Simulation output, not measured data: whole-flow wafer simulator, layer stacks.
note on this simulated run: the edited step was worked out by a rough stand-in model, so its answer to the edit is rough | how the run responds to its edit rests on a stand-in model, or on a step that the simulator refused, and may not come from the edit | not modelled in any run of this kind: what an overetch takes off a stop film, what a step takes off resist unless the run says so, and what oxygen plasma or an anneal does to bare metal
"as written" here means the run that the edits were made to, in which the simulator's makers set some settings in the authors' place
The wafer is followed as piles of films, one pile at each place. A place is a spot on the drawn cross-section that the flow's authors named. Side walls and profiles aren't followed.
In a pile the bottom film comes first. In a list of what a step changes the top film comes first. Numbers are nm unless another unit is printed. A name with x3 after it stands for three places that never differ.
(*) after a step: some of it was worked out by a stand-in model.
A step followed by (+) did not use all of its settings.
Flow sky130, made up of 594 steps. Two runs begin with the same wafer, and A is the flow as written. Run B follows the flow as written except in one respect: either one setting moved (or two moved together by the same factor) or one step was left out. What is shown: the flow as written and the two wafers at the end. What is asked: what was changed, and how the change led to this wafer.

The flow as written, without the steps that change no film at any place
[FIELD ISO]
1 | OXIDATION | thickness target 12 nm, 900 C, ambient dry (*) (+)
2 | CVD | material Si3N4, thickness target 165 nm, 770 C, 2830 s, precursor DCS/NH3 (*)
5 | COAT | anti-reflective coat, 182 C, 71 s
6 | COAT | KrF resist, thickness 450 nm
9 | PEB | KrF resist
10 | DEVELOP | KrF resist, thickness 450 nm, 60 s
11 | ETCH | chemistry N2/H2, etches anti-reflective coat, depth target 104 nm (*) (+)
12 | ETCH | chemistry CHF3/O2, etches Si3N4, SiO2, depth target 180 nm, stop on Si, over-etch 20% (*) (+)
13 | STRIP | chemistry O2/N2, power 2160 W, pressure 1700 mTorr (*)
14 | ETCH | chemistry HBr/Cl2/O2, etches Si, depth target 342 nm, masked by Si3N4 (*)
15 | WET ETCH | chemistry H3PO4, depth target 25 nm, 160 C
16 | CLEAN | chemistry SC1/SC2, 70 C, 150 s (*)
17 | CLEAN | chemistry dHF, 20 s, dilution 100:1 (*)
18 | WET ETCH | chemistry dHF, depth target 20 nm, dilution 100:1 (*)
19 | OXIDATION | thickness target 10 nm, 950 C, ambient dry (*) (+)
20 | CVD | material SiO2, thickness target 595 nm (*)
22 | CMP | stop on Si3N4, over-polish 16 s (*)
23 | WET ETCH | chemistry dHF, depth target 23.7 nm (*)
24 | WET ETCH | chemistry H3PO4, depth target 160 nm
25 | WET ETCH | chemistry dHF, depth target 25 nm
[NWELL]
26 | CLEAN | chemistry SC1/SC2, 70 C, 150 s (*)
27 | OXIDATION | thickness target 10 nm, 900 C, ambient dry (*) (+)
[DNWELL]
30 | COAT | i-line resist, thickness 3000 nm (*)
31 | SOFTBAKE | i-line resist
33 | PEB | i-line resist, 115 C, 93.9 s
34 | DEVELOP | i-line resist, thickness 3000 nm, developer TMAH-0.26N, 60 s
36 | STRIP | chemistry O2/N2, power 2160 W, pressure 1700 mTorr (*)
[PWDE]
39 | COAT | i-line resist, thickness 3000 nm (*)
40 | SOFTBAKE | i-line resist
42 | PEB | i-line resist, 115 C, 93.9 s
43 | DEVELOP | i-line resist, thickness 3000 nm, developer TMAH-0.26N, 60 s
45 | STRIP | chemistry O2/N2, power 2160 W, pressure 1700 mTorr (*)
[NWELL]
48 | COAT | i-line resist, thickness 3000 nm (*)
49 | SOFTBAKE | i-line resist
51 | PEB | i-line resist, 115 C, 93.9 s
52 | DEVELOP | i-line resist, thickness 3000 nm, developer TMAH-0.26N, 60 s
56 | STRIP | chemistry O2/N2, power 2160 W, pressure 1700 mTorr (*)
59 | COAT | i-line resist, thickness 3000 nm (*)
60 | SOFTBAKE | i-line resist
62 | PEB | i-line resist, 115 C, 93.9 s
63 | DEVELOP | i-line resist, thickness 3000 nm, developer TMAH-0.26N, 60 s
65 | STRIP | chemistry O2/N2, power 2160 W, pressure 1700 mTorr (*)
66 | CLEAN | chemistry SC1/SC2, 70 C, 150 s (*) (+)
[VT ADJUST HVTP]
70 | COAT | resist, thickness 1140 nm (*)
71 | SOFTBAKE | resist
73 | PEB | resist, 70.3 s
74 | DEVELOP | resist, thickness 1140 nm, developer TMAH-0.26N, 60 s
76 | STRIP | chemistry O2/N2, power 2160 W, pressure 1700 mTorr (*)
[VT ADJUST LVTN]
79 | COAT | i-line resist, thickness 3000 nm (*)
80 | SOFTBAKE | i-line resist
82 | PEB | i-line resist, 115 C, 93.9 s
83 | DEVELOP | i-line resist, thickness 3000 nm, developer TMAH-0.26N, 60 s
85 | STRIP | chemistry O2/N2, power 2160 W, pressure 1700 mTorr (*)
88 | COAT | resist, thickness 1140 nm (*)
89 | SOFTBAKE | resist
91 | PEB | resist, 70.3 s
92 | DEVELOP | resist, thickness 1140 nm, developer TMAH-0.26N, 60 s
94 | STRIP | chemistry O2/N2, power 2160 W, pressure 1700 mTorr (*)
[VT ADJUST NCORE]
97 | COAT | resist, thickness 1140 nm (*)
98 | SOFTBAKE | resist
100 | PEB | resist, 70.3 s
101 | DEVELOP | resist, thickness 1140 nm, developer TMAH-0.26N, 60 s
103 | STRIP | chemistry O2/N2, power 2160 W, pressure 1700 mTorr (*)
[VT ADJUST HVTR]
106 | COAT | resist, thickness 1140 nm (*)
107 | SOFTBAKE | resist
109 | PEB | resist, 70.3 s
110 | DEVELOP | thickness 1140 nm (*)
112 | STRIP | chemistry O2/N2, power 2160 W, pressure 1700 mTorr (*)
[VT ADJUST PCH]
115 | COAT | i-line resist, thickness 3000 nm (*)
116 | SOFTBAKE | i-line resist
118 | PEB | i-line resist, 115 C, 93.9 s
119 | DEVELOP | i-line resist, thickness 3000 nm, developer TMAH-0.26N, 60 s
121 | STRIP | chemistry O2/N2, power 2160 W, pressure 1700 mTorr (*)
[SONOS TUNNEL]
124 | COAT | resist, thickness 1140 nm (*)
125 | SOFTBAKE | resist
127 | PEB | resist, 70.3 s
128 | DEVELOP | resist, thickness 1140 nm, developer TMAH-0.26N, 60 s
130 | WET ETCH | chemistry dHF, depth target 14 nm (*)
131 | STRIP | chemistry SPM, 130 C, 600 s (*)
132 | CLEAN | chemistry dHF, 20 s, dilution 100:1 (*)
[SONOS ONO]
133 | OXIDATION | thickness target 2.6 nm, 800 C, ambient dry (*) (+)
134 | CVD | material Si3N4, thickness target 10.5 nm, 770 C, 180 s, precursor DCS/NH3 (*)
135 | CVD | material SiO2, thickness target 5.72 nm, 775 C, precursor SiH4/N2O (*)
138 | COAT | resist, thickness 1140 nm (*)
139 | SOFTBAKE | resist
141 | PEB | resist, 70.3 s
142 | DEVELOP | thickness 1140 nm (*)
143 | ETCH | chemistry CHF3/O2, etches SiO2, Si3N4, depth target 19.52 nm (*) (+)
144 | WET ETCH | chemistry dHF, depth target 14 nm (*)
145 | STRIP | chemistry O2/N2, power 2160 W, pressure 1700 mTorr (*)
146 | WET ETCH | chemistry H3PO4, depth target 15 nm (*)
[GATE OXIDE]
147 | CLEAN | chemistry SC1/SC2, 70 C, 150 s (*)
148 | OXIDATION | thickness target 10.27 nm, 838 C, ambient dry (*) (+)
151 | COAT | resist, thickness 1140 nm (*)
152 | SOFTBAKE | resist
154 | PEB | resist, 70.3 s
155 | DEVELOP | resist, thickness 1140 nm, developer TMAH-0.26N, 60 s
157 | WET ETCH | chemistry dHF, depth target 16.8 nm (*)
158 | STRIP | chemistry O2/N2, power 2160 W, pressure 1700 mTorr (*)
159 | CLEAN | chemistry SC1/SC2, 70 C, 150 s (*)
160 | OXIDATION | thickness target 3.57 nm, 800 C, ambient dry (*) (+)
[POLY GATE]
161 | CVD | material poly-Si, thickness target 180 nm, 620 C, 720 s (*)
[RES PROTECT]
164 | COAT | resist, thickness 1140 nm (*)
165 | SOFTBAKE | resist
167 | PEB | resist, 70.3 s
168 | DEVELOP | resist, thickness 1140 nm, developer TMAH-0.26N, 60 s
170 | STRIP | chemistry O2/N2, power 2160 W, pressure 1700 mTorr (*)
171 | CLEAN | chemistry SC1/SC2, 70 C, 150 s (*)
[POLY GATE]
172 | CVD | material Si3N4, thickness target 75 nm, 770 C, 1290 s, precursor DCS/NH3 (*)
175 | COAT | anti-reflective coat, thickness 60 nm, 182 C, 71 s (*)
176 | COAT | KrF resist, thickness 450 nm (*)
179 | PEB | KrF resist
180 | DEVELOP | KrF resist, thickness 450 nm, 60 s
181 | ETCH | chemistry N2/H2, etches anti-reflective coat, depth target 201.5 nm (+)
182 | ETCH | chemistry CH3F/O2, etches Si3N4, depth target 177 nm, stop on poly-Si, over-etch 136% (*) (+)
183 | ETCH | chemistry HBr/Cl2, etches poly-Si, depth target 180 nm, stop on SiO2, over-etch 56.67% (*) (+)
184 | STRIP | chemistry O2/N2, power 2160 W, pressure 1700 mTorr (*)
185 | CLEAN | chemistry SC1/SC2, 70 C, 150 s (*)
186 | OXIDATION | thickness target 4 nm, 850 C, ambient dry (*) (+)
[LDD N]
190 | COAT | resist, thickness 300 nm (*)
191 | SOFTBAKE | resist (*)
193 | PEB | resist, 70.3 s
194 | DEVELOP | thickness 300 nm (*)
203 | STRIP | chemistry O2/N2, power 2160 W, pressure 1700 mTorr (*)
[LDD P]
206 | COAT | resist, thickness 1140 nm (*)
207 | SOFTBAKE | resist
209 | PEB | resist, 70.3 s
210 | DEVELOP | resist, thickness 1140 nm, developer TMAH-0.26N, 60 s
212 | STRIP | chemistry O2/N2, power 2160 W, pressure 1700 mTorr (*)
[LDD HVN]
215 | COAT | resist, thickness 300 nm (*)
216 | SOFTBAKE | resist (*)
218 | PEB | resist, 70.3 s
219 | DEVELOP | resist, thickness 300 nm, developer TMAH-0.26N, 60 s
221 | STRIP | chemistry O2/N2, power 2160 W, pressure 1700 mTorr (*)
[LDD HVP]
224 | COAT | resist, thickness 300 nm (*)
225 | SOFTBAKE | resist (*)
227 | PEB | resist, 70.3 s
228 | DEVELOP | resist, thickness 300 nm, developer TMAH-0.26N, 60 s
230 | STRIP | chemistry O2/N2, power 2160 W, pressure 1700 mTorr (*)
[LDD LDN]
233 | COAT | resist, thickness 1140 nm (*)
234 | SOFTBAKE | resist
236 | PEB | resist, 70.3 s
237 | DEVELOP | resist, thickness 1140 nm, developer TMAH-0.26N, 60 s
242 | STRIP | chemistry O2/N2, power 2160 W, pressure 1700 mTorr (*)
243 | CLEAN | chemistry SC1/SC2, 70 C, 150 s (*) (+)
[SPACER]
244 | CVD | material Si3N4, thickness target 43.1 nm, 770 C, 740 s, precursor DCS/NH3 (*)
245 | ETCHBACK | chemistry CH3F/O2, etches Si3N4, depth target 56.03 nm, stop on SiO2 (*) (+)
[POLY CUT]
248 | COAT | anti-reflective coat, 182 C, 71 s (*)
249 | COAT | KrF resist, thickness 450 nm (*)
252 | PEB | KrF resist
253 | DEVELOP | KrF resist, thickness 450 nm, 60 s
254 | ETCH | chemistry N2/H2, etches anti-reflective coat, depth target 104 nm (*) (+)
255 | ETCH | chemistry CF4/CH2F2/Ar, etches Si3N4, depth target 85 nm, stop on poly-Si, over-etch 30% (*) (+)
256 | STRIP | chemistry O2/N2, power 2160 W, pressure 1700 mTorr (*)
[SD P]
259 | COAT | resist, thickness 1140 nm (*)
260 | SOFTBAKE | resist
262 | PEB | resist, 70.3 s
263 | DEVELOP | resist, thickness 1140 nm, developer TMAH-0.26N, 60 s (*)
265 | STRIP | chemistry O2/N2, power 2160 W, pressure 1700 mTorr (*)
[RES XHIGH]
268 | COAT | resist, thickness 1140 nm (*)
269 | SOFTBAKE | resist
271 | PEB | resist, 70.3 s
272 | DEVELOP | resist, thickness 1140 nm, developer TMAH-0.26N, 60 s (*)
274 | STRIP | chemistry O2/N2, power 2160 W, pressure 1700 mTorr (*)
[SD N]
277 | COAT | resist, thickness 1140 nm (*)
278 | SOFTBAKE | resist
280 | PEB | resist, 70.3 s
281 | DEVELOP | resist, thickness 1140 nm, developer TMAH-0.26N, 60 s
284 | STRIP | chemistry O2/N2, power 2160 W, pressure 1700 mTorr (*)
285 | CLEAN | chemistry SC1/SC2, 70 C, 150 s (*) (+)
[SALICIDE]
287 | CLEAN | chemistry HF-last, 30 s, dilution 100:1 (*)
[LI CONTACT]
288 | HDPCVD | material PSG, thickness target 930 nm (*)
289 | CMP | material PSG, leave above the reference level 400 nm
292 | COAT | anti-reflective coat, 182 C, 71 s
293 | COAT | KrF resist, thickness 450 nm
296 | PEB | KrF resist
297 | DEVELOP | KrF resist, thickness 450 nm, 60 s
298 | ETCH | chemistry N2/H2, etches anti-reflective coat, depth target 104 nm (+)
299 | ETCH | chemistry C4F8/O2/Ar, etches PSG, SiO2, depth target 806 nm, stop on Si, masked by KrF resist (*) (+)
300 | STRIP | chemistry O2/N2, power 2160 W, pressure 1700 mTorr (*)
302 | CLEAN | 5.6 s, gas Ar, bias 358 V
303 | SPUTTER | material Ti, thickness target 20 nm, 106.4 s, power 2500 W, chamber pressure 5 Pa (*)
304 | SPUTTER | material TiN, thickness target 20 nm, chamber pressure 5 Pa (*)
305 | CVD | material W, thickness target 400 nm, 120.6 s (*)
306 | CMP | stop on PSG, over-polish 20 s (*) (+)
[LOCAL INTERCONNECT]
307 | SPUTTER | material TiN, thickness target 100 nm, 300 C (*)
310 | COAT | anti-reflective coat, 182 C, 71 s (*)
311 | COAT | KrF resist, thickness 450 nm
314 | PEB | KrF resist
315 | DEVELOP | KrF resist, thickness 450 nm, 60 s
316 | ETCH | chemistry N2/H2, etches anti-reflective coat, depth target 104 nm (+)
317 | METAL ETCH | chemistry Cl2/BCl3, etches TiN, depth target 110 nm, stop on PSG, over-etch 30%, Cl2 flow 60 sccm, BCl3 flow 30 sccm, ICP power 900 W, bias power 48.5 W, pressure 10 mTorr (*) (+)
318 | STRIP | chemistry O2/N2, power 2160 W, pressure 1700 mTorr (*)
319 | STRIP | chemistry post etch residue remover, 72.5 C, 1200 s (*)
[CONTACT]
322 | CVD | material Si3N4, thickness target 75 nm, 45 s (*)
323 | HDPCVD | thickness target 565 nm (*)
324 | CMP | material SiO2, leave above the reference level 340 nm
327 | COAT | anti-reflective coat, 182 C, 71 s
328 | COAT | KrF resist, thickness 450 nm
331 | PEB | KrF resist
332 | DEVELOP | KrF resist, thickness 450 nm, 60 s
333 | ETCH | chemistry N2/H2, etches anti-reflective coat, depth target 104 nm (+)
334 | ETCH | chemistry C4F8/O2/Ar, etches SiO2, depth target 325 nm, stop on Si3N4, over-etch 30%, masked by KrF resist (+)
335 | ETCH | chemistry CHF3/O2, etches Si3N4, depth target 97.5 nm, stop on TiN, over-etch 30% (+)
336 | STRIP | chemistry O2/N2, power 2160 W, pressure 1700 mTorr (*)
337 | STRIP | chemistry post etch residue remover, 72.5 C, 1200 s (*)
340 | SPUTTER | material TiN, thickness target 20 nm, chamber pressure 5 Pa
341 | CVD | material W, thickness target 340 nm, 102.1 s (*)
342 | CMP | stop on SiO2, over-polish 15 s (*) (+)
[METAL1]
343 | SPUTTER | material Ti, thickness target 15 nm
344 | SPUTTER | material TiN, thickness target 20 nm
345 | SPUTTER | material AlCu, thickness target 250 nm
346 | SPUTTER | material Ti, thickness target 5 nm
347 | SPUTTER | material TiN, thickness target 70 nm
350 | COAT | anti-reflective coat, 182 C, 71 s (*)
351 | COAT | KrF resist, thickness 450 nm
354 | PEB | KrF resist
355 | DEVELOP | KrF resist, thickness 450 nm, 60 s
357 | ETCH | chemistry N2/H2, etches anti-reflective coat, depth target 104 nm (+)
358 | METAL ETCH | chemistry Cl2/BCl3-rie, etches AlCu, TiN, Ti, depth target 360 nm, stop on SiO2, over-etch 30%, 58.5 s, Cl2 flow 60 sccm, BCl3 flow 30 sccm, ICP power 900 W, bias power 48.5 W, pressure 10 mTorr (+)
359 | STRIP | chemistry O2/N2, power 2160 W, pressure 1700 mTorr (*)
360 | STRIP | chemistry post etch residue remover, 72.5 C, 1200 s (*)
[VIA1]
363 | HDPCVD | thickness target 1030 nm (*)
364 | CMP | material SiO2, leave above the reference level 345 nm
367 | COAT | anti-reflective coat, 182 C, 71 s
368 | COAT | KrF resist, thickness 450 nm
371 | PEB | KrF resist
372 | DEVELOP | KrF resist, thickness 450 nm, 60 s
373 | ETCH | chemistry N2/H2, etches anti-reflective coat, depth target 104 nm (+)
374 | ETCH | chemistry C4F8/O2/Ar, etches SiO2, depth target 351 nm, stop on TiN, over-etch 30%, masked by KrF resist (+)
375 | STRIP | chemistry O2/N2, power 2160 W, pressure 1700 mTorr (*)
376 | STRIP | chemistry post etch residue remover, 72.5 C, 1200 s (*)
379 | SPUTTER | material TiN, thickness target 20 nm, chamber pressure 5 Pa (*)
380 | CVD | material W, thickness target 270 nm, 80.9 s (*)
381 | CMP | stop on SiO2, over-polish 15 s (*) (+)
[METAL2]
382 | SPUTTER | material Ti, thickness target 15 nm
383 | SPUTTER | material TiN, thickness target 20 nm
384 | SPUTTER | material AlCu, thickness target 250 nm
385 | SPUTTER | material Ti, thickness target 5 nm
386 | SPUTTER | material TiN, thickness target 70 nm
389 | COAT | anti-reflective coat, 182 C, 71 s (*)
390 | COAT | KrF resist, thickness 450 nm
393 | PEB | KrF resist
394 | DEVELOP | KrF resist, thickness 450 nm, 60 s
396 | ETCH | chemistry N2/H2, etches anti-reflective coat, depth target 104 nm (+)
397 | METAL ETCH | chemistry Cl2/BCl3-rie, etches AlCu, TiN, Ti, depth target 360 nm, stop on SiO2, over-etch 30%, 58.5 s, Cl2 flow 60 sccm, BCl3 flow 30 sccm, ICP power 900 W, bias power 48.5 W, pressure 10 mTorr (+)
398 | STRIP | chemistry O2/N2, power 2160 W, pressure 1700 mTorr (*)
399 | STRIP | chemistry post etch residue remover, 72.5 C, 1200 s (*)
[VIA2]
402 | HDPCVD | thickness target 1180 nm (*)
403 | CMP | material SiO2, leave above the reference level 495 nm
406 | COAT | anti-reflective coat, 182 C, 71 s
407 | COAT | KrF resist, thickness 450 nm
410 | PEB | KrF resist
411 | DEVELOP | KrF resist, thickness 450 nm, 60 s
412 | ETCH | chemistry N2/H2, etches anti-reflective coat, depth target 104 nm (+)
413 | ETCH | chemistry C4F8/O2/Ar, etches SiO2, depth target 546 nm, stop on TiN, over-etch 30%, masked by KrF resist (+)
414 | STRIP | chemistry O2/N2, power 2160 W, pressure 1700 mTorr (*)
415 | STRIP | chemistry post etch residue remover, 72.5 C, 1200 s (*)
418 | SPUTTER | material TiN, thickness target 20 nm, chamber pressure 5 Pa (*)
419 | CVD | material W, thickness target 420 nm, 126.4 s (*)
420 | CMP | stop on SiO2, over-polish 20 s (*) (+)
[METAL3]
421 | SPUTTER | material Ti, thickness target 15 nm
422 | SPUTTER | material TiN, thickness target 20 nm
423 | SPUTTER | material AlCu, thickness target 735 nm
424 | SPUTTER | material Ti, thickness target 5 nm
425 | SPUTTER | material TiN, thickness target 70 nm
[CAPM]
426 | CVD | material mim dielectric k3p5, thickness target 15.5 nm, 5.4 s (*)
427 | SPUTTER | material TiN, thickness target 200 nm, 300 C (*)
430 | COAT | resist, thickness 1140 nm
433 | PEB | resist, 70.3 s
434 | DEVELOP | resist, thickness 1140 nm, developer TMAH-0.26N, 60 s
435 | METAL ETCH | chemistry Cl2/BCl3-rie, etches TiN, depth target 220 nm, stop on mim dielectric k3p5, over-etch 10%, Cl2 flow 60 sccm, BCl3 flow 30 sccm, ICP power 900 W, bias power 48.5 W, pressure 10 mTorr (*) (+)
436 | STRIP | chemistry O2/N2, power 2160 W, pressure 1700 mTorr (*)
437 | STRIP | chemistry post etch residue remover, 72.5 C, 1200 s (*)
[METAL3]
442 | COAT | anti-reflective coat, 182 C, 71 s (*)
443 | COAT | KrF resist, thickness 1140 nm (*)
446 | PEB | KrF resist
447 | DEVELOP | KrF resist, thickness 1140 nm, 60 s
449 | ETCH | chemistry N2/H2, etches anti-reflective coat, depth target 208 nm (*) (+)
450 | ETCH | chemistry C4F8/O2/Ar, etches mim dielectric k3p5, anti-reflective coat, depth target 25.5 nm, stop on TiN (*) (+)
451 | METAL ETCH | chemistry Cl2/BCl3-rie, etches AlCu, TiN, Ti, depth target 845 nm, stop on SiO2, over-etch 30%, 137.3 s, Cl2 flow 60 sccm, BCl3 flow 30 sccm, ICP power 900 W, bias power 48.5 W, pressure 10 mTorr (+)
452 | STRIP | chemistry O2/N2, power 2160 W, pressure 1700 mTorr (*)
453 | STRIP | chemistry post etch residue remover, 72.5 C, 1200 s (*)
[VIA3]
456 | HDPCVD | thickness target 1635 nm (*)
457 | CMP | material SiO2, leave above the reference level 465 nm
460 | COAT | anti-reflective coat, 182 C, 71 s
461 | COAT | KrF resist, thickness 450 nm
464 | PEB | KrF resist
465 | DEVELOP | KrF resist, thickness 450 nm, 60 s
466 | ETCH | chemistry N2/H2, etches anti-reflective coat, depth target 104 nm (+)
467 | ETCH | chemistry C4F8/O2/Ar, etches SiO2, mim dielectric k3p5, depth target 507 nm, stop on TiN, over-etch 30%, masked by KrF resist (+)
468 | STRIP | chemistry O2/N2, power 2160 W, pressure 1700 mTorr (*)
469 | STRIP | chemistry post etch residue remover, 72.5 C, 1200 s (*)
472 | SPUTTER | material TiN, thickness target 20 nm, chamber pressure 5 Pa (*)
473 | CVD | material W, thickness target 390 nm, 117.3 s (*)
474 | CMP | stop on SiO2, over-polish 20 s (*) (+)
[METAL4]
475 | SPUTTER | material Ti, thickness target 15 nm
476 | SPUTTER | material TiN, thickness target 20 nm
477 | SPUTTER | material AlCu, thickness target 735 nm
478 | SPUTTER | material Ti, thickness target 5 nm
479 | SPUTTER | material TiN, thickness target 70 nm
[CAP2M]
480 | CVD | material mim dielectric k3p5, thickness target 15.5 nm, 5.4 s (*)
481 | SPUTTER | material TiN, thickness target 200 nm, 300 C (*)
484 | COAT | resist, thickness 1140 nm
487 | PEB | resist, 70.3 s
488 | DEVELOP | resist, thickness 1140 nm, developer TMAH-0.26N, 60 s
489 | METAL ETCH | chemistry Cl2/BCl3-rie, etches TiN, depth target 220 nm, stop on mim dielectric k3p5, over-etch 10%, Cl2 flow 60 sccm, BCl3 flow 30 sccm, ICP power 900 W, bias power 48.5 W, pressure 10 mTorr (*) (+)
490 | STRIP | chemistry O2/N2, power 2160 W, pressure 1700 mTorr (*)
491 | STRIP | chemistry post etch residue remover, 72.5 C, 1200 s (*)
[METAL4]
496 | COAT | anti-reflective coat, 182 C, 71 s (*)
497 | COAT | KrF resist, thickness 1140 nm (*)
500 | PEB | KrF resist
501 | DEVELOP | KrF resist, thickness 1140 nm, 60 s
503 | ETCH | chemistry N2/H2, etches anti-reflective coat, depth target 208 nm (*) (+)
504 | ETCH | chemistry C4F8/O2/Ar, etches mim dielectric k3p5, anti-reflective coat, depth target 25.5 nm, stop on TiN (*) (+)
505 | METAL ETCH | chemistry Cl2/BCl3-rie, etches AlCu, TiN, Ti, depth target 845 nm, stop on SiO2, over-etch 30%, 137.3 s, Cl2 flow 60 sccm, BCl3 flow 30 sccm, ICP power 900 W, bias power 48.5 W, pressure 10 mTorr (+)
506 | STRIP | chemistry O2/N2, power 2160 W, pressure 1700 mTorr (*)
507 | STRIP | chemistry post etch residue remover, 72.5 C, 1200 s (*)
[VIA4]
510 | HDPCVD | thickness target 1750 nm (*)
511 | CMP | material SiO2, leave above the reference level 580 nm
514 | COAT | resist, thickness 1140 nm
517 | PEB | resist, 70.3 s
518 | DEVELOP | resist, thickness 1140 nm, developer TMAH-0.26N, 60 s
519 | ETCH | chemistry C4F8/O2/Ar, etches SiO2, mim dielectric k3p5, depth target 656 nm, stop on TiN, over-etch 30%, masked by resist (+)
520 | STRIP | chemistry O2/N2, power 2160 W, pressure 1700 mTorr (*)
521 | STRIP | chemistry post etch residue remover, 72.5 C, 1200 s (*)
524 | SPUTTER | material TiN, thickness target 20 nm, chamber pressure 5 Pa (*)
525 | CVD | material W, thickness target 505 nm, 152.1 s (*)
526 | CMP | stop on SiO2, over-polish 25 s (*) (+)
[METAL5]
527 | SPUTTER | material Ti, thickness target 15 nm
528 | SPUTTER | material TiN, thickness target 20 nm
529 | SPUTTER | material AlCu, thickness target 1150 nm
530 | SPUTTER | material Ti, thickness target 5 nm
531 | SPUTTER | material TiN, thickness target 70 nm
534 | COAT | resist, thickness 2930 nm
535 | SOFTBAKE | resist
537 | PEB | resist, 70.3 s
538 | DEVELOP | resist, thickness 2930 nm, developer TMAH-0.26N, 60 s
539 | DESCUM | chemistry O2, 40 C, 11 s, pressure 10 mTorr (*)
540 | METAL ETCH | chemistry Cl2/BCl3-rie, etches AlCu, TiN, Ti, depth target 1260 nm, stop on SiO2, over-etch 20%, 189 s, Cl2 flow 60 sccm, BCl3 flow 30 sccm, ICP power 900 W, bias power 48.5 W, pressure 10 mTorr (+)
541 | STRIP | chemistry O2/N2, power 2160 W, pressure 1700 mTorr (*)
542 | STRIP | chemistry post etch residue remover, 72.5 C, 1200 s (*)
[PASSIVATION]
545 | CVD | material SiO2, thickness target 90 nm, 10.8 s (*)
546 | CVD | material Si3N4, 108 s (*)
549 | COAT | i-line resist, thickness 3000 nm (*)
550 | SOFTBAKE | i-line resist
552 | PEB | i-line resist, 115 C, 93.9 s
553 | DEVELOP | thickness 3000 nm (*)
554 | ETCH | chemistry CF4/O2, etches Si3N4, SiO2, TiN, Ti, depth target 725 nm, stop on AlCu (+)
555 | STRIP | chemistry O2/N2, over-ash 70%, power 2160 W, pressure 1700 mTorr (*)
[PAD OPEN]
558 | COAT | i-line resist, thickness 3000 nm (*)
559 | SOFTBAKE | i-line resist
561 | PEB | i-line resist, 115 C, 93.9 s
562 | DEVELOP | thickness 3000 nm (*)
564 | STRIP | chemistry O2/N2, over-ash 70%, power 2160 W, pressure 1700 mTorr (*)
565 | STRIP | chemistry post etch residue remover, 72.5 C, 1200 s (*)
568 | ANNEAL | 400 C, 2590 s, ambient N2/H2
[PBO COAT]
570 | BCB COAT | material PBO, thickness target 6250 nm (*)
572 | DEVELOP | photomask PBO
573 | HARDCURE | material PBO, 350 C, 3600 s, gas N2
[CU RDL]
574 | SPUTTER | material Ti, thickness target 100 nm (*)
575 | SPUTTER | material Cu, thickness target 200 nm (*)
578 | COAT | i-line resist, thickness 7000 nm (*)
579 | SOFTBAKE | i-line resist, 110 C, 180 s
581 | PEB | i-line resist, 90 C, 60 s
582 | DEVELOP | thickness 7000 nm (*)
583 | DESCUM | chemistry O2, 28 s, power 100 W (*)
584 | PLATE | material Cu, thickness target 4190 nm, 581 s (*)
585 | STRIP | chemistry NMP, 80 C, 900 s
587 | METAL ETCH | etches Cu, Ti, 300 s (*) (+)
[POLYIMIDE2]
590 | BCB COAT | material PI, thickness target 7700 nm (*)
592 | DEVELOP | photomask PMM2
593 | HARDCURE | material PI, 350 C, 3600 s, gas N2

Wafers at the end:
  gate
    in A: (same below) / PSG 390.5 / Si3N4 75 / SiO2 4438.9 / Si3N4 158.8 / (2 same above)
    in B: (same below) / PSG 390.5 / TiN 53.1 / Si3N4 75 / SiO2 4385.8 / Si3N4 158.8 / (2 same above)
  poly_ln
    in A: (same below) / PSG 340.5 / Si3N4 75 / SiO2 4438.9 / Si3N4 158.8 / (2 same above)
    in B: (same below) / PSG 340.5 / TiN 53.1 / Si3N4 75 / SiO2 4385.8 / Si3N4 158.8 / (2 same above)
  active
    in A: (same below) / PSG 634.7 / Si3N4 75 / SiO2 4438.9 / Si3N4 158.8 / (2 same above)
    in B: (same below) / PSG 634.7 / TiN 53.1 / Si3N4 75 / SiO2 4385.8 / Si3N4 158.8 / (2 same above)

Cause: step 317, METAL ETCH: depth target 45.1 nm was run, whereas the flow has depth target 110 nm.

Step by step, how the change led to this:
  317 | METAL ETCH | chemistry Cl2/BCl3, etches TiN, depth target 110 nm, stop on PSG, over-etch 30%, Cl2 flow 60 sccm, BCl3 flow 30 sccm, ICP power 900 W, bias power 48.5 W, pressure 10 mTorr (*) (+)
      field, active, gate and 88 more: A -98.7 TiN (all of it) | B -45.1 TiN
      n_well, p_well, gate_hv and 97 more: A -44 KrF resist | B -18 KrF resist
  318 | STRIP | chemistry O2/N2, power 2160 W, pressure 1700 mTorr (*)
      n_well, p_well, gate_hv and 93 more: A -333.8 KrF resist (all of it), -80 anti-reflective coat (all of it) | B -359.8 KrF resist (all of it), -80 anti-reflective coat (all of it)
      poly_licon, ndiff_licon, ndiff_licon_cpp, rpo_hd_licon: A -333.9 KrF resist (all of it), -80.5 anti-reflective coat (all of it) | B -359.8 KrF resist (all of it), -80.5 anti-reflective coat (all of it)
  324 | CMP | material SiO2, leave above the reference level 340 nm
      field, active, gate and 88 more: A -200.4 SiO2 | B -253.6 SiO2
Taking metal films that touch as one body, gate has 1 body; the flow as written gives 0 bodies.
Taking metal films that touch as one body, poly_ln has 1 body; the flow as written gives 0 bodies.
Taking metal films that touch as one body, active has 1 body; the flow as written gives 0 bodies.
